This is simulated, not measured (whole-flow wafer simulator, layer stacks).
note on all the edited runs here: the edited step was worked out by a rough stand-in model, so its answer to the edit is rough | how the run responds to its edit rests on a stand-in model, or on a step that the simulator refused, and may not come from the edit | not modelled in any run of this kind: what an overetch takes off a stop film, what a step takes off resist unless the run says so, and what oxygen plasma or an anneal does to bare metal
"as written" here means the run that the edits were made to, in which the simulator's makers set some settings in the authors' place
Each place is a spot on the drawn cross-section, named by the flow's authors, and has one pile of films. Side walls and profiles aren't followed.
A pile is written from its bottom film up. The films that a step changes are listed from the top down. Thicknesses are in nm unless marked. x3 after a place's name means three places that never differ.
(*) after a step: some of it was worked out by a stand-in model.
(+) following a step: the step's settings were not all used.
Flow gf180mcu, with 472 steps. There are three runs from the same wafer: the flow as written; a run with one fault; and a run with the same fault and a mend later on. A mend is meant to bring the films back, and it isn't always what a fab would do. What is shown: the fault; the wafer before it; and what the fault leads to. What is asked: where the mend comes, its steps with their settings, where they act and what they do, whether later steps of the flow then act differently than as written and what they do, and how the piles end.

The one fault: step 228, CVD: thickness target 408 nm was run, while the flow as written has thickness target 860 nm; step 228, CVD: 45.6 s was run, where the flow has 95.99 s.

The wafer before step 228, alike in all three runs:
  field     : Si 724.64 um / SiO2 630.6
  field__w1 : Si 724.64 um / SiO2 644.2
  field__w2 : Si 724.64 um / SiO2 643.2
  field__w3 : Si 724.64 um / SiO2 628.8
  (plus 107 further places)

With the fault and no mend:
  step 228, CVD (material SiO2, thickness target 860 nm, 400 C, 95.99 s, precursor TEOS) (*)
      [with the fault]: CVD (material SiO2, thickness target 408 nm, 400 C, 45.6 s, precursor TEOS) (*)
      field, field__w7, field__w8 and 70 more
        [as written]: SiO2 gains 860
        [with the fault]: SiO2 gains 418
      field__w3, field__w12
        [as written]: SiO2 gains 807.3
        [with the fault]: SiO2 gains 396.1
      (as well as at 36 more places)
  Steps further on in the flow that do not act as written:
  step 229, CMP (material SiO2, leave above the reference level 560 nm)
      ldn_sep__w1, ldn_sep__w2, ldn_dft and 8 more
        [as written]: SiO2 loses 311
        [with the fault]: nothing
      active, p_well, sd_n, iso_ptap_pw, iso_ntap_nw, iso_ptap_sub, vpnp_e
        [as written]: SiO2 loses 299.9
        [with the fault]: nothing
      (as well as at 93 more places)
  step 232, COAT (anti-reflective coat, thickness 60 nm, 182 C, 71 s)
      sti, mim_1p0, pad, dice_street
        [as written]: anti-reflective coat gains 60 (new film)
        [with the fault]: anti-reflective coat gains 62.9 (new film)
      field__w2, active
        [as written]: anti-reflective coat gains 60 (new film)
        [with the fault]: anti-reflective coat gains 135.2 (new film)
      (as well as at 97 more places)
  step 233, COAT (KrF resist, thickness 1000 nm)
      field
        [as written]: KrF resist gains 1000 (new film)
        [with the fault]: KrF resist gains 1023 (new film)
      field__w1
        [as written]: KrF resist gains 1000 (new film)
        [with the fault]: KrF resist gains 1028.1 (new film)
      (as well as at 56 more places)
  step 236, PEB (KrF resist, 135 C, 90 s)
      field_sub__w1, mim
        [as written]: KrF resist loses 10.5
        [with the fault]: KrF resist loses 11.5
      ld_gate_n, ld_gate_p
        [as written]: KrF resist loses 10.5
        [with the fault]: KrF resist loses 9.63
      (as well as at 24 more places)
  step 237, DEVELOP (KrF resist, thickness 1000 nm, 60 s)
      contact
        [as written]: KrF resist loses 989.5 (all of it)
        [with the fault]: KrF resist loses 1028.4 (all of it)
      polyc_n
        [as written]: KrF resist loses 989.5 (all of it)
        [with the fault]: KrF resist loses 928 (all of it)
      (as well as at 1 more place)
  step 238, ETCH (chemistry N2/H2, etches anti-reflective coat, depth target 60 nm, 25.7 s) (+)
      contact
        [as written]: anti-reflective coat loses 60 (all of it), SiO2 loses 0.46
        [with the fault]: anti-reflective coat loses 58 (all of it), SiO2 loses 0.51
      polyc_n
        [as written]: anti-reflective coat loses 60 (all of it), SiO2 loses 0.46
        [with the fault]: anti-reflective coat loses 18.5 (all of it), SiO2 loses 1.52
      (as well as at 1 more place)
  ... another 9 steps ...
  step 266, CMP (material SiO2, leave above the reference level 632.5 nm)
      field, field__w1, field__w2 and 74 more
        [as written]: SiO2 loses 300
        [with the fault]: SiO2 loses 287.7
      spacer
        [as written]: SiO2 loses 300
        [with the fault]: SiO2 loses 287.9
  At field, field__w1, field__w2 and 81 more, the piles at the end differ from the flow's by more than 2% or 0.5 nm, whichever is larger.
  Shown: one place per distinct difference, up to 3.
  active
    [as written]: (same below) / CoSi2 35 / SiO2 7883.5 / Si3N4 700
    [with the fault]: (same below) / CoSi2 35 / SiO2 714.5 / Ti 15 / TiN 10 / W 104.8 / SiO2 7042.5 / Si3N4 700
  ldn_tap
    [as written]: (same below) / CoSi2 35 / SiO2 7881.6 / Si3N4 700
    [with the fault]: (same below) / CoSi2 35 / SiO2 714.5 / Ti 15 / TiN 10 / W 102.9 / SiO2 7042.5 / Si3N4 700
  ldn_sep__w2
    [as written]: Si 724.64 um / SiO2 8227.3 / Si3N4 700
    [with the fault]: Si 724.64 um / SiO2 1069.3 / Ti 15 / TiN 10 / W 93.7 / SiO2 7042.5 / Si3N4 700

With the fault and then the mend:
  After step 228 comes the mend.
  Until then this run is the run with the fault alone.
  step 228a, CVD (material SiO2, thickness target 452 nm, 400 C, 50.45 s, precursor TEOS) (*) (the flow's step 228, run once more with other settings)
      field, field__w7, field__w8 and 72 more
        SiO2 gains 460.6
      field_sub__w1, field_sub__w4, field_sub__w5
        SiO2 gains 448.5
      field__w1, contact
        SiO2 gains 451.9
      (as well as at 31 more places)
  Steps further on in the flow that do not act as written:
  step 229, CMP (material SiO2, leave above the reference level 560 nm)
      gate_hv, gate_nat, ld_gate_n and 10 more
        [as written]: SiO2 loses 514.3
        [with the mend]: SiO2 loses 532.9
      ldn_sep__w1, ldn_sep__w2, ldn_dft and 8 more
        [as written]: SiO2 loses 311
        [with the mend]: SiO2 loses 329.6
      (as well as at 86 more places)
  The piles end the same as the flow's at every place that both follow.
